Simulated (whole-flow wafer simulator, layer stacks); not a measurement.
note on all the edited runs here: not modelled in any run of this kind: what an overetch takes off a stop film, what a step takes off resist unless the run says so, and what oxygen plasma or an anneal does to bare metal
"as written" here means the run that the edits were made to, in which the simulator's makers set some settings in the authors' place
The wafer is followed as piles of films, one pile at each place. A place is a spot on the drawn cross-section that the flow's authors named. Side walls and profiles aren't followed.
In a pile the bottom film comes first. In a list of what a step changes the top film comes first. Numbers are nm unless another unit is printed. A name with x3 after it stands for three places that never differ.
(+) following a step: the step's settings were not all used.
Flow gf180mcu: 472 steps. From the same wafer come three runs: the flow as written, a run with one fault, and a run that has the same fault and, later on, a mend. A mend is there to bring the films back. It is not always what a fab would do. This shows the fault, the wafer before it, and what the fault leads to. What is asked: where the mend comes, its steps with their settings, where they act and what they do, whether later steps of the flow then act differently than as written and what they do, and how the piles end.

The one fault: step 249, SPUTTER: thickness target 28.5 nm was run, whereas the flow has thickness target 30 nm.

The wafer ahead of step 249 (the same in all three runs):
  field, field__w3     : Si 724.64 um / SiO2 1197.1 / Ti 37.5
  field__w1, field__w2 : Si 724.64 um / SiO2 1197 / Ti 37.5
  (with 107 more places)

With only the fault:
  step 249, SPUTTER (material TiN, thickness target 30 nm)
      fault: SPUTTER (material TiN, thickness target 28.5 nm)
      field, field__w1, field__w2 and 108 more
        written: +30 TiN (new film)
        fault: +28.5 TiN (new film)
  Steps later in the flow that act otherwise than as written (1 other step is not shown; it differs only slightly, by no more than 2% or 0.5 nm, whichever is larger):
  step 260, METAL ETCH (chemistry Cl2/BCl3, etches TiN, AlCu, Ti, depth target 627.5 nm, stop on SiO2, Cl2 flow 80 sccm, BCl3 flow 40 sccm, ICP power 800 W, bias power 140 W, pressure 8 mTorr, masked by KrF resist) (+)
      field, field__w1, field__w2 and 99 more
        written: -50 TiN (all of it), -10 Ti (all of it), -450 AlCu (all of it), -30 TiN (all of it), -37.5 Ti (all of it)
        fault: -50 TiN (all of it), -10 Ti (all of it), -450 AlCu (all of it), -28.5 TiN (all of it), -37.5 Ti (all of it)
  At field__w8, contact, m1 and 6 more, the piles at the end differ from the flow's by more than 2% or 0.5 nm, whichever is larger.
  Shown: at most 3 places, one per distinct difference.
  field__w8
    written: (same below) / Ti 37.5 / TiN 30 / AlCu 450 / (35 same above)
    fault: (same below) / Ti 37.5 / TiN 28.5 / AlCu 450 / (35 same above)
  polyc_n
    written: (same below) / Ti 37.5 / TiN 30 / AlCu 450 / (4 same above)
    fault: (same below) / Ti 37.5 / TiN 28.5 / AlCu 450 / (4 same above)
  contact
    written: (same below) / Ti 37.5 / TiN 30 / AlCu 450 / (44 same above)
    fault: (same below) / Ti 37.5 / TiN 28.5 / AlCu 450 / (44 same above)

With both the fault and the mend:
  The mend follows step 249.
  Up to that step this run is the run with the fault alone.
  step 249a, SPUTTER (material TiN, thickness target 1.5 nm) (the flow's step 249, run once more with other settings)
      field, field__w1, field__w2 and 108 more
        +1.5 TiN
  Every later step of the flow that is run acts as written at every place that is followed.
  The piles end the same as the flow's at every place that both follow.
